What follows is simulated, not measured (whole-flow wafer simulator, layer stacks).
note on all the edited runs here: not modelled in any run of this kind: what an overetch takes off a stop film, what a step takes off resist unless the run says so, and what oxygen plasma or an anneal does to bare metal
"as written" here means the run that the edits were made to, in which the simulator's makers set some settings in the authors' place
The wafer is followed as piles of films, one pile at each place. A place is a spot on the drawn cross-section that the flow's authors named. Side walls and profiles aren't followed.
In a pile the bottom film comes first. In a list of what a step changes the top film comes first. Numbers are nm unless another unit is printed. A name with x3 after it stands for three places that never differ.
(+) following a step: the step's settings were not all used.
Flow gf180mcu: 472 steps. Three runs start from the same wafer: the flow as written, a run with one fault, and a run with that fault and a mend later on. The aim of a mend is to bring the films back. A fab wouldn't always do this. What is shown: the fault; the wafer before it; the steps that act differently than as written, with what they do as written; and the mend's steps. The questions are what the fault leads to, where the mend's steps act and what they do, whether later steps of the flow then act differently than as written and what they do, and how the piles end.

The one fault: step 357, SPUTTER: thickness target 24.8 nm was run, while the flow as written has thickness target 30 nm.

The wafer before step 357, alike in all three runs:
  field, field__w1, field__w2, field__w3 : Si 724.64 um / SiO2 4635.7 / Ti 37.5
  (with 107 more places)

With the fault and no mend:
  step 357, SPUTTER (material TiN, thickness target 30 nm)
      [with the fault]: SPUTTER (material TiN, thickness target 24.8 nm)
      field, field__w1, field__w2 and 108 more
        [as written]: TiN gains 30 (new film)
        [with the fault]: TiN gains 24.8 (new film)
  Steps later in the flow that act otherwise than as written (1 more step, not shown, differs only slightly: by at most 2% or 0.5 nm, whichever is larger):
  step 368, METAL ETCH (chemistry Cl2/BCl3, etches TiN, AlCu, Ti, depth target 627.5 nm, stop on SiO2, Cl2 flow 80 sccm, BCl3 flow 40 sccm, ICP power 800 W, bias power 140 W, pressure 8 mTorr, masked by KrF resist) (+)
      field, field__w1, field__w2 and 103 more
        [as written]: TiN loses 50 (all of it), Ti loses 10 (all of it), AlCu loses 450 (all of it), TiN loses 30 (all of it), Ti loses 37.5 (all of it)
        [with the fault]: TiN loses 50 (all of it), Ti loses 10 (all of it), AlCu loses 450 (all of it), TiN loses 24.8 (all of it), Ti loses 37.5 (all of it)
  At field__w8, contact, m1, m1__w1, m1_nw, the piles at the end differ from the flow's by more than 2% or 0.5 nm, whichever is larger.
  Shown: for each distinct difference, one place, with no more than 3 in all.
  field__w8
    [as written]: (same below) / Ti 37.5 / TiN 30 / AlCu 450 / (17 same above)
    [with the fault]: (same below) / Ti 37.5 / TiN 24.8 / AlCu 450 / (17 same above)
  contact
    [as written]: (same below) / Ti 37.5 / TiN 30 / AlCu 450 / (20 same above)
    [with the fault]: (same below) / Ti 37.5 / TiN 24.8 / AlCu 450 / (20 same above)

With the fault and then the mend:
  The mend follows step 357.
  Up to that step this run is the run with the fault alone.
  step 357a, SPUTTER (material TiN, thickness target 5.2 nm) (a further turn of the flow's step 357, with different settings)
      field, field__w1, field__w2 and 108 more
        TiN gains 5.2
  Every later step of the flow that is run acts as written at every place that is followed.
  The piles end the same as the flow's at every place that both follow.
